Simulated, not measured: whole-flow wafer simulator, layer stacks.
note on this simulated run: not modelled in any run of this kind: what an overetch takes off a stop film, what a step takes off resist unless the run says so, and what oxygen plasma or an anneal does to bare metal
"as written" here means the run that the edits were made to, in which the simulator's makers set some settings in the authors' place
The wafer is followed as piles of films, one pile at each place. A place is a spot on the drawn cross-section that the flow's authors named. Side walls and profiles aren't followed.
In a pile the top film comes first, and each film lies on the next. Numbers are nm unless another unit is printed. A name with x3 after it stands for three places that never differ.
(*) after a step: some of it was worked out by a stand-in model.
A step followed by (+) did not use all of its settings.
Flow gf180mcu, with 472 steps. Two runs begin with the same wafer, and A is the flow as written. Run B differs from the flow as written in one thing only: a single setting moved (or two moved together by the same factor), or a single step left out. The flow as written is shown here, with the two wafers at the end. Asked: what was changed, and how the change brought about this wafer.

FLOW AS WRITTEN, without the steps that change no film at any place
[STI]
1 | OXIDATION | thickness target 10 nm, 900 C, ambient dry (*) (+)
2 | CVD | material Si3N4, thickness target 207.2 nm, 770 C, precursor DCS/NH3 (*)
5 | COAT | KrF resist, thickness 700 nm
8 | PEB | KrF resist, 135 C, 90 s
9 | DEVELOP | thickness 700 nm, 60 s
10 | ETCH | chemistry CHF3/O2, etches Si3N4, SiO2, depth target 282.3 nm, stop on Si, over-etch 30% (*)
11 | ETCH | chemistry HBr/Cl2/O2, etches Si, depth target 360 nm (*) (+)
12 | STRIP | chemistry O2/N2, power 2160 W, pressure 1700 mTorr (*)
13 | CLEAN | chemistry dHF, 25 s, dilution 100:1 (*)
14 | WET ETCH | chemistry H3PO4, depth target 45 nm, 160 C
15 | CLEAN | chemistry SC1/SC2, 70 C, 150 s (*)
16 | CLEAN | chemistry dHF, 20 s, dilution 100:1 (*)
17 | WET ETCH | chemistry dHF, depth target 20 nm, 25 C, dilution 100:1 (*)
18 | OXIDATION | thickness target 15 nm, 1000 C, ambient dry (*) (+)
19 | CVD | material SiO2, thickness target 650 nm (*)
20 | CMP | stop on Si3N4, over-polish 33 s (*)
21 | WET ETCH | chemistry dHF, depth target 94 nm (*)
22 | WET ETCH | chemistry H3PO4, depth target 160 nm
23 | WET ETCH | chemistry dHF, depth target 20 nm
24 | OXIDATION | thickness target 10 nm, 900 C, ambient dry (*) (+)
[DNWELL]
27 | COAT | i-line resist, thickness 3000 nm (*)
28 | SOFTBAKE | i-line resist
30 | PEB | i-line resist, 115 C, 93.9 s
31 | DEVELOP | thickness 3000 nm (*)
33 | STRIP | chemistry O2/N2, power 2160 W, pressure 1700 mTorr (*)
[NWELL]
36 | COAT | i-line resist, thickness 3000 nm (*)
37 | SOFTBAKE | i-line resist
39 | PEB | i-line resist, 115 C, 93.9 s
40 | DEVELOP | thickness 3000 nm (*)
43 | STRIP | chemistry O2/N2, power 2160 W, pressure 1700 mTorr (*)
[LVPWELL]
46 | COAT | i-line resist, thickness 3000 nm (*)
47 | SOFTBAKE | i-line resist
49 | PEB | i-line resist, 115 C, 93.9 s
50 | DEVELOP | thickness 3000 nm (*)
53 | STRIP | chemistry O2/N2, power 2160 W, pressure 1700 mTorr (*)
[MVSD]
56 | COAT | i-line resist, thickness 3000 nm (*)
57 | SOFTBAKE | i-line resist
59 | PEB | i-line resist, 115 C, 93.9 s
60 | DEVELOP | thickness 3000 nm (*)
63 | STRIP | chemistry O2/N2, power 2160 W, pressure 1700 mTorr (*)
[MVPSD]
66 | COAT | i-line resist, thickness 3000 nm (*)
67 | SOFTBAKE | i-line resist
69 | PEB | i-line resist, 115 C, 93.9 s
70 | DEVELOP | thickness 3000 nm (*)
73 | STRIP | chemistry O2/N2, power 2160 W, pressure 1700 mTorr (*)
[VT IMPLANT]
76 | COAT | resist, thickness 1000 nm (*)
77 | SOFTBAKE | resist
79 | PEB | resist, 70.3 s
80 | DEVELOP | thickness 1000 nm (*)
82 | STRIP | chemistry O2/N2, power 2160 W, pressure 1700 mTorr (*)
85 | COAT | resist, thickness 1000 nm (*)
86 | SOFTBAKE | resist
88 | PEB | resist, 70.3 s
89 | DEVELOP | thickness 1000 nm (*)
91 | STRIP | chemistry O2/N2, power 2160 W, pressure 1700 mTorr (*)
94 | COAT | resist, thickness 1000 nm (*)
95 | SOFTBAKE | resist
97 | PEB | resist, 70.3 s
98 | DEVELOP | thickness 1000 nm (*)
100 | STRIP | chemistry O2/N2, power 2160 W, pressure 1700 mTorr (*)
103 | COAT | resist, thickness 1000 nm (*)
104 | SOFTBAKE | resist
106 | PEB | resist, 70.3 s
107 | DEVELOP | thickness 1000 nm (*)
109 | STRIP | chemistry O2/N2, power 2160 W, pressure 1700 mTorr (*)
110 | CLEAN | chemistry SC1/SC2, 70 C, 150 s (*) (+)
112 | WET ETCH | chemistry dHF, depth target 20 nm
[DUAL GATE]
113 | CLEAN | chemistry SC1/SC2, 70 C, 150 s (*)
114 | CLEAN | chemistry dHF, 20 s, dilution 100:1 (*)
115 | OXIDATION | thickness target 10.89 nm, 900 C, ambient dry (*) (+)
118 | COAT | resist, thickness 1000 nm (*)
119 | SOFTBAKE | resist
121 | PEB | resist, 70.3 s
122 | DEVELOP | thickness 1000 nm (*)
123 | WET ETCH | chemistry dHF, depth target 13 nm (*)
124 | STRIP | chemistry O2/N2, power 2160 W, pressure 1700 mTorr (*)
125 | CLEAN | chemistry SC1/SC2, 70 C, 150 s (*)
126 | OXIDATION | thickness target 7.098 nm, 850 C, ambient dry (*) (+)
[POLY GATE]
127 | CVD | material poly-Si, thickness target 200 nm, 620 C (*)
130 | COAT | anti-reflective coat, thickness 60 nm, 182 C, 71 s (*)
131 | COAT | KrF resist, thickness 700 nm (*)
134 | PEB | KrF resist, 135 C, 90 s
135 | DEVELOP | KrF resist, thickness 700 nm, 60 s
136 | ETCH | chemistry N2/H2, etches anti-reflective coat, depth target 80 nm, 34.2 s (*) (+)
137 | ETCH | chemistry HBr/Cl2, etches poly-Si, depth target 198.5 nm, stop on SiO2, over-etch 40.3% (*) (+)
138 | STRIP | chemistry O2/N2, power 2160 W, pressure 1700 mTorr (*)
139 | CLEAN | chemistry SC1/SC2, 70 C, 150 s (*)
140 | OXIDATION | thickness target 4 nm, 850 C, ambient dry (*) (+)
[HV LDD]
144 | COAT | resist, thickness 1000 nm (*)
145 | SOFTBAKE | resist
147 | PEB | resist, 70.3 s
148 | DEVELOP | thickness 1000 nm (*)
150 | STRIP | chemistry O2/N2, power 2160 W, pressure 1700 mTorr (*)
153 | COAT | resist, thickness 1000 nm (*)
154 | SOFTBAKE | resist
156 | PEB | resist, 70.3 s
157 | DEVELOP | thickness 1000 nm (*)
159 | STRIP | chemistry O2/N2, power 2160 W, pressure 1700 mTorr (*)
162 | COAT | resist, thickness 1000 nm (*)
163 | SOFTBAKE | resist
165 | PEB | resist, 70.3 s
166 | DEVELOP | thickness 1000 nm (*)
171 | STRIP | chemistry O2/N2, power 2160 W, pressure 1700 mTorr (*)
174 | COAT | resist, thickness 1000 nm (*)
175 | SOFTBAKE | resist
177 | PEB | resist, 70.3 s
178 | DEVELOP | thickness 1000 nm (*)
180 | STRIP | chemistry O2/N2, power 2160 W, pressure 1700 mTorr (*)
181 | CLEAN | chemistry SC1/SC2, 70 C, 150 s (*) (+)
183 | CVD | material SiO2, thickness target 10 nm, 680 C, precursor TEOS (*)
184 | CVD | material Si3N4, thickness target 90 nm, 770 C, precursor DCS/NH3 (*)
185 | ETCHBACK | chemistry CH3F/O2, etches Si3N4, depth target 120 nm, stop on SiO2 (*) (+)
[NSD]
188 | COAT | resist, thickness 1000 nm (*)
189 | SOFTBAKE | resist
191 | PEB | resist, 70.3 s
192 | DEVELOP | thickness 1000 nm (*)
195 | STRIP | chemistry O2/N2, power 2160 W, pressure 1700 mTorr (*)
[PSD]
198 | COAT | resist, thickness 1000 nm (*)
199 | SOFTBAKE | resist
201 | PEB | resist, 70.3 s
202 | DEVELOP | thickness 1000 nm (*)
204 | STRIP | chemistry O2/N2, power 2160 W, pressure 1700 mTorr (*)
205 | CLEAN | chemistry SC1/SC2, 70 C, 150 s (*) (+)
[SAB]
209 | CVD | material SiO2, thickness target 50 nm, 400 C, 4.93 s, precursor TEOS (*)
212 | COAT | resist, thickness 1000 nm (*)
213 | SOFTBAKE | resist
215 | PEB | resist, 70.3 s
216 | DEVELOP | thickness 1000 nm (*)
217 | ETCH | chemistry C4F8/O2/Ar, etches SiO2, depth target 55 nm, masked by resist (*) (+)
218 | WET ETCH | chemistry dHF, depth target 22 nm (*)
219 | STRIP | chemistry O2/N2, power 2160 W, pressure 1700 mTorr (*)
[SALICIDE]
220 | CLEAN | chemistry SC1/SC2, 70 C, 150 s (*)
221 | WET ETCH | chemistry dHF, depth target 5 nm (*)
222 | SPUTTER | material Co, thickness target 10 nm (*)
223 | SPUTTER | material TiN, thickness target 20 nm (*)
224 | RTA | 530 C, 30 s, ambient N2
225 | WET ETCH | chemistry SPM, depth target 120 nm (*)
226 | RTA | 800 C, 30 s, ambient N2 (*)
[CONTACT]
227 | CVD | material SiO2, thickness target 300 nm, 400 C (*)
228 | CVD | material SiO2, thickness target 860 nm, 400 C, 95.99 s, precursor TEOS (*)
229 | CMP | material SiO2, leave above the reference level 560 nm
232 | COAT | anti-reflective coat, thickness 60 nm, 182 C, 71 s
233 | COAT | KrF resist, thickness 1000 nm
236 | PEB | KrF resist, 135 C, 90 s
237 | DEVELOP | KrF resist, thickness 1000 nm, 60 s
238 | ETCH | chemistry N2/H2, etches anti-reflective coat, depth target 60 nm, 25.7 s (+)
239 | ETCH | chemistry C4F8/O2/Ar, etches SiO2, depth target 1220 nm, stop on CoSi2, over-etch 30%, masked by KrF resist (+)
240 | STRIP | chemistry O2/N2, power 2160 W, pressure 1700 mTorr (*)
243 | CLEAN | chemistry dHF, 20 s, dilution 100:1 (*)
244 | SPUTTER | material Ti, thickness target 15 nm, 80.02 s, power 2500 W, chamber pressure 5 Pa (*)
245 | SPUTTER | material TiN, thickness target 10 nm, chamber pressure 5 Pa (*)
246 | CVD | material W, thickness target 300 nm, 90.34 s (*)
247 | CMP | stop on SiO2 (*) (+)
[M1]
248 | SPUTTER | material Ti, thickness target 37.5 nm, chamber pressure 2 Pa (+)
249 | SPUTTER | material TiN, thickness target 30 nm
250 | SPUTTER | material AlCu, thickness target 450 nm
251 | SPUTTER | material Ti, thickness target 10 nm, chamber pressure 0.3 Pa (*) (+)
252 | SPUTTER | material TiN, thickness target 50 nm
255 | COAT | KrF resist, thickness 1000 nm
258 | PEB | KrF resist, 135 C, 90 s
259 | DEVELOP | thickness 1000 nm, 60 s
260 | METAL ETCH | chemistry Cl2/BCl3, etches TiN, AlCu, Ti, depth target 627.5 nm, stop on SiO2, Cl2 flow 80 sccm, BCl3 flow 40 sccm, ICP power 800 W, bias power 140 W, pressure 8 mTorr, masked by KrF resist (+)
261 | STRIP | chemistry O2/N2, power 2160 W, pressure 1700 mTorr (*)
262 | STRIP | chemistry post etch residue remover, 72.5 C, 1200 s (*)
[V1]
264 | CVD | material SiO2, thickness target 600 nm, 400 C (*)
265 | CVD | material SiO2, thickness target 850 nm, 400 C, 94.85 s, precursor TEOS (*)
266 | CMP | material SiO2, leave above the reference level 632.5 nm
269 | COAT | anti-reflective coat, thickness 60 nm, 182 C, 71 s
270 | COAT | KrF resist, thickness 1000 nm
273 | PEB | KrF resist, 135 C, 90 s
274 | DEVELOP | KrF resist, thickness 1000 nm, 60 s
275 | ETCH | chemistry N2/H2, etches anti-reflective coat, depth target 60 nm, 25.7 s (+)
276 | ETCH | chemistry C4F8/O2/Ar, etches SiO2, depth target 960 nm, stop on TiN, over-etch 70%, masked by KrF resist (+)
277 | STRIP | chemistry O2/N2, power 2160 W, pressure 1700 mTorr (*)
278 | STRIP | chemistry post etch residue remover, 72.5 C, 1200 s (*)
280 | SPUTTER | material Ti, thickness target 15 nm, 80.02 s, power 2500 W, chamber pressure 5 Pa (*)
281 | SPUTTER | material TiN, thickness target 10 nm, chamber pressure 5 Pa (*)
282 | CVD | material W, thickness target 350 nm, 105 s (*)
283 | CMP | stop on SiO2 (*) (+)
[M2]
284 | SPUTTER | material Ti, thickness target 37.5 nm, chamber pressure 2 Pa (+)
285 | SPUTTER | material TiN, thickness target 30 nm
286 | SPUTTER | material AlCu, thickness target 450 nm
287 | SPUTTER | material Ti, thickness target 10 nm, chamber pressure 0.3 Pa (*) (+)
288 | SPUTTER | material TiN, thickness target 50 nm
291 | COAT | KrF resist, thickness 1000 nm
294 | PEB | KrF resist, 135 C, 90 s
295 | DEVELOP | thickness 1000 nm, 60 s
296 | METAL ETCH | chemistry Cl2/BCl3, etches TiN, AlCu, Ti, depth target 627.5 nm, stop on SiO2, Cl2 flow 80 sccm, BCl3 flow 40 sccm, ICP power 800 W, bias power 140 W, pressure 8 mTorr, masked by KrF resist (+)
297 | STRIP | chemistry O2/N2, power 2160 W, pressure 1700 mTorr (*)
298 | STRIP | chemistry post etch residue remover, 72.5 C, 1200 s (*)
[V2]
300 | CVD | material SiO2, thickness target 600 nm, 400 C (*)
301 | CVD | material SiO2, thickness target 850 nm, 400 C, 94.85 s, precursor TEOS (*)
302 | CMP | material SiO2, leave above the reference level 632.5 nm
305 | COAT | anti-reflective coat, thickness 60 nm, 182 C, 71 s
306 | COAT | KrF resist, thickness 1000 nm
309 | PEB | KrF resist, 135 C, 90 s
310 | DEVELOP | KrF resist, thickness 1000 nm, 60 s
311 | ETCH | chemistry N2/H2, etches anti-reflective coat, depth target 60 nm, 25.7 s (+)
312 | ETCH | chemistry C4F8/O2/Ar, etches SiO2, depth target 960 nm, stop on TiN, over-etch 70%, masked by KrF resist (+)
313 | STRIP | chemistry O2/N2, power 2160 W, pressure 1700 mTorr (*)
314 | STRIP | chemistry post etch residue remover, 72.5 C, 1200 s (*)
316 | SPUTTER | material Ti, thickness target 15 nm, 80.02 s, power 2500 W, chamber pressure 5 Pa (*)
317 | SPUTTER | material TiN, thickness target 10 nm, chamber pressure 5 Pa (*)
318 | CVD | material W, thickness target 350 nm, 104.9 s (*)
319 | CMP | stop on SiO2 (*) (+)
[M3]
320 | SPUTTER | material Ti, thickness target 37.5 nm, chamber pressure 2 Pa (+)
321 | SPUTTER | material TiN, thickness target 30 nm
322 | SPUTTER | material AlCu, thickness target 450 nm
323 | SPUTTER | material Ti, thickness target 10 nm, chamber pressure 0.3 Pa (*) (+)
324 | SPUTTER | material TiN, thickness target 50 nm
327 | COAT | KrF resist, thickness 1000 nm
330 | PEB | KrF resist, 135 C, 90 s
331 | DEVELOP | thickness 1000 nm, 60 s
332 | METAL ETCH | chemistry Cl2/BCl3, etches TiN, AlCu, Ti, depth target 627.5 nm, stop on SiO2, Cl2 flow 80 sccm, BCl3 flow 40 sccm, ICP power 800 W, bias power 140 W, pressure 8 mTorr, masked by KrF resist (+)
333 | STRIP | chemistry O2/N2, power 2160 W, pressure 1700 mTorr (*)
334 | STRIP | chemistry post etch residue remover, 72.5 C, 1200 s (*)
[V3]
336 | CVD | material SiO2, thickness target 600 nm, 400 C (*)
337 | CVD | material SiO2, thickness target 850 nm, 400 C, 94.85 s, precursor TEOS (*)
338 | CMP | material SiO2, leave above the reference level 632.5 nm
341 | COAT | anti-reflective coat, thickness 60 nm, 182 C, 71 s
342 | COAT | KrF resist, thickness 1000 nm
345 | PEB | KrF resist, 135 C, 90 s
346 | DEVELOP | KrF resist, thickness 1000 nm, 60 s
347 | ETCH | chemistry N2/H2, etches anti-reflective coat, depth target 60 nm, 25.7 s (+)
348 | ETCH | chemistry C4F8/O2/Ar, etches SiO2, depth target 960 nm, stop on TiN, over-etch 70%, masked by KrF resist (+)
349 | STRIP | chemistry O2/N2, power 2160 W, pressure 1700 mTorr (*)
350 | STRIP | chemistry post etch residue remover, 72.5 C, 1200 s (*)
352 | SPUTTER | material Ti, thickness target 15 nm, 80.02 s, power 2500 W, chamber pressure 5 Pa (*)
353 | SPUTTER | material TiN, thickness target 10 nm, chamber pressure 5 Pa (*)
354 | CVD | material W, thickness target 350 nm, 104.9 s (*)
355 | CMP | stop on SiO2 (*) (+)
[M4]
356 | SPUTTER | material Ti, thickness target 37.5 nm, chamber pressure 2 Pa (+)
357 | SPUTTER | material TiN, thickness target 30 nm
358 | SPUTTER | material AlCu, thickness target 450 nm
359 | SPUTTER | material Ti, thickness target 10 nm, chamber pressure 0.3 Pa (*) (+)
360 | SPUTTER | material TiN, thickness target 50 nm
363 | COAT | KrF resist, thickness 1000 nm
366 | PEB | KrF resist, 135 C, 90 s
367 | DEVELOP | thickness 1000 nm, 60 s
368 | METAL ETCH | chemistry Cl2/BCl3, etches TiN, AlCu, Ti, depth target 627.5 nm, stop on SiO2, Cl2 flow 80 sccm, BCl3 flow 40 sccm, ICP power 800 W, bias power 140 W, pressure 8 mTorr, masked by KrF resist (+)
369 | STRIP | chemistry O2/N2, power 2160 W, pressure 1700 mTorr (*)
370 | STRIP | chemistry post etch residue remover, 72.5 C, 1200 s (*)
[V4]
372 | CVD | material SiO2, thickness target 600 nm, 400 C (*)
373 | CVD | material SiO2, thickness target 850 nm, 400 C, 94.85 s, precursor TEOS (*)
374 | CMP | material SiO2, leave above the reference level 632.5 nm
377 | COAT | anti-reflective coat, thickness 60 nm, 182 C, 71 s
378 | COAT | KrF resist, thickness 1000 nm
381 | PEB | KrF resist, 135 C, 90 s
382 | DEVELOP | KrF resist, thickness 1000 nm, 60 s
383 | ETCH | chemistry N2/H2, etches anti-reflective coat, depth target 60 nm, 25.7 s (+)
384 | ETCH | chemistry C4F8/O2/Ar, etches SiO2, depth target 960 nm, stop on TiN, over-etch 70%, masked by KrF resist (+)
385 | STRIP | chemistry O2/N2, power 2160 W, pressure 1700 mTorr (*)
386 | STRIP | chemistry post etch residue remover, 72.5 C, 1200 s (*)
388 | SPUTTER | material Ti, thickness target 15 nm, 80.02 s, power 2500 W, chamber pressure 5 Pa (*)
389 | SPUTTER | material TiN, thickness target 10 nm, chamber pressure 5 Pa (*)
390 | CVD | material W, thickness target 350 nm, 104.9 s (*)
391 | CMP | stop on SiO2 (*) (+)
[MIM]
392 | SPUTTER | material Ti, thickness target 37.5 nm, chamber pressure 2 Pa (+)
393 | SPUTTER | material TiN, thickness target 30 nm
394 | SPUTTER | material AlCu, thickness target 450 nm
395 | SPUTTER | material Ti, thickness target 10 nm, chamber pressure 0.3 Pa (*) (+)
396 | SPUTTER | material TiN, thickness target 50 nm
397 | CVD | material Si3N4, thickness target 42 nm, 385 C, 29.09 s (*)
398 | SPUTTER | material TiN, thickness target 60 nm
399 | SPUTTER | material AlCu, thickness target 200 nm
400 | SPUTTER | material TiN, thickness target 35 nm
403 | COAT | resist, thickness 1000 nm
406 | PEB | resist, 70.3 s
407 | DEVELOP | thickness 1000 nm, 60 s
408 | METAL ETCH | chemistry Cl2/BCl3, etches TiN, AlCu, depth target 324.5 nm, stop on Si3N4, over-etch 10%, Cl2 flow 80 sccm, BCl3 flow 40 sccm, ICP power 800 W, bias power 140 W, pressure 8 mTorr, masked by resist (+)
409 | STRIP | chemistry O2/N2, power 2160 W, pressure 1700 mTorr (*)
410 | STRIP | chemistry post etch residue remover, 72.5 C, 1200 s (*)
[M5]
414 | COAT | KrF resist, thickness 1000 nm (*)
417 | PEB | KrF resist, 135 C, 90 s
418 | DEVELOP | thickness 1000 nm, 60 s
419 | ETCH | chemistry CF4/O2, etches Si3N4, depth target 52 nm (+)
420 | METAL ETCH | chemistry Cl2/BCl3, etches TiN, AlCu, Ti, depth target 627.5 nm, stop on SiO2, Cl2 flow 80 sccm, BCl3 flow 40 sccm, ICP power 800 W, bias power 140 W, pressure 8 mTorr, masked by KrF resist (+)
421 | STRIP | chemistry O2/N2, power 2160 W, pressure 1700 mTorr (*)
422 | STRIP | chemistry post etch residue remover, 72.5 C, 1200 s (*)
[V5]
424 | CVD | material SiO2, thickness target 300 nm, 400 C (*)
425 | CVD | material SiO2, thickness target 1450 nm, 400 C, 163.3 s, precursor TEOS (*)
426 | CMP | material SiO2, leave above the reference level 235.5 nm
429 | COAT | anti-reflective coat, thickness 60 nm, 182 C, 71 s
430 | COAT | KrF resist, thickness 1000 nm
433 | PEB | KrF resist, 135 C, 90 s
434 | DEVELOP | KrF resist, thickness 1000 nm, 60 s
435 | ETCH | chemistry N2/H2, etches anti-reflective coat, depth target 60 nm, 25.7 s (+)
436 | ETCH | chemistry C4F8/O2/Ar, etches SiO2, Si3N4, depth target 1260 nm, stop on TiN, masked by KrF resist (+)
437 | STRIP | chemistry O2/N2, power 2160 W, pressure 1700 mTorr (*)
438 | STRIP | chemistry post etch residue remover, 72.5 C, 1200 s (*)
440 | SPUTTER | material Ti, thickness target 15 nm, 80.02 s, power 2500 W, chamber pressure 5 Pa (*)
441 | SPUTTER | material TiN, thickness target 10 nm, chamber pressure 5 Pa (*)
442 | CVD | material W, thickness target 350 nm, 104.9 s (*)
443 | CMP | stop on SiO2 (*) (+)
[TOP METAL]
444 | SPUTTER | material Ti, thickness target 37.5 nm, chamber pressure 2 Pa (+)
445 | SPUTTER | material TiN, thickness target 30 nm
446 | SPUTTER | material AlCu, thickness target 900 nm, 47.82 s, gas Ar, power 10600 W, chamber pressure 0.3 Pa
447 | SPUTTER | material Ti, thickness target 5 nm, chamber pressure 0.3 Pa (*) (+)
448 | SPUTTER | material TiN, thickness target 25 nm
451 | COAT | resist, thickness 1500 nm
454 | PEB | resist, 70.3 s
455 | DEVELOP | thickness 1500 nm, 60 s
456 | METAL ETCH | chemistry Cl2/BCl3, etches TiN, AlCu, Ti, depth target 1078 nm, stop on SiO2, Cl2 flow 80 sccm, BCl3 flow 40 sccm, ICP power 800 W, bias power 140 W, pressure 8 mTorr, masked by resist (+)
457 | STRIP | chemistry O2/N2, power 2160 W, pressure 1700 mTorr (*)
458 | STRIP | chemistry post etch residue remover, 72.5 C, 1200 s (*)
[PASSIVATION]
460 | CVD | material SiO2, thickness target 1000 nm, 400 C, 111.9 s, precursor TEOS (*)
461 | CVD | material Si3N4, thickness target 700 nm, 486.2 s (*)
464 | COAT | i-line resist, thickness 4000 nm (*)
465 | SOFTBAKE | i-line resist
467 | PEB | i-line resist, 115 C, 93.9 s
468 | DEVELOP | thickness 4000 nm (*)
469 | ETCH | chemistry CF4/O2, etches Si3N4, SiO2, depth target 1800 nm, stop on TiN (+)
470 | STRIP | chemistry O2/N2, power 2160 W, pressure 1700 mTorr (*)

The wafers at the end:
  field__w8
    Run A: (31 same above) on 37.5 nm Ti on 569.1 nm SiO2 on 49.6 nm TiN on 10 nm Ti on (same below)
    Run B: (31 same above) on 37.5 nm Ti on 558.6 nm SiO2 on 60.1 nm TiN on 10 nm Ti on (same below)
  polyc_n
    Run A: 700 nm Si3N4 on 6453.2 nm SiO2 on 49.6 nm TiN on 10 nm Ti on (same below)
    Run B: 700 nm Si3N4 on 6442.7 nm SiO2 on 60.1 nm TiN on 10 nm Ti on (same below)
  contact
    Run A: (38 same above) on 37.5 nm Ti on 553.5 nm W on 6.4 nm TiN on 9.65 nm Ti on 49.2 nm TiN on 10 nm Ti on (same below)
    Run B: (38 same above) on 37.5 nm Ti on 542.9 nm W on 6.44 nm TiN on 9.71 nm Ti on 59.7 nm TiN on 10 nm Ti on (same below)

Cause: step 252, SPUTTER: thickness target 60.5 nm was run, while the flow as written has thickness target 50 nm.

How this came from the change, step by step:
  252 | SPUTTER | material TiN, thickness target 50 nm
      field, field__w1, field__w2 and 108 more: A +50 TiN (new film) | B +60.5 TiN (new film)
  260 | METAL ETCH | chemistry Cl2/BCl3, etches TiN, AlCu, Ti, depth target 627.5 nm, stop on SiO2, Cl2 flow 80 sccm, BCl3 flow 40 sccm, ICP power 800 W, bias power 140 W, pressure 8 mTorr, masked by KrF resist (+)
      field, field__w1, field__w2 and 99 more: A -50 TiN (all of it), -10 Ti (all of it), -450 AlCu (all of it), -30 TiN (all of it), -37.5 Ti (all of it) | B -60.5 TiN (all of it), -10 Ti (all of it), -450 AlCu (all of it), -30 TiN (all of it), -37.5 Ti (all of it)
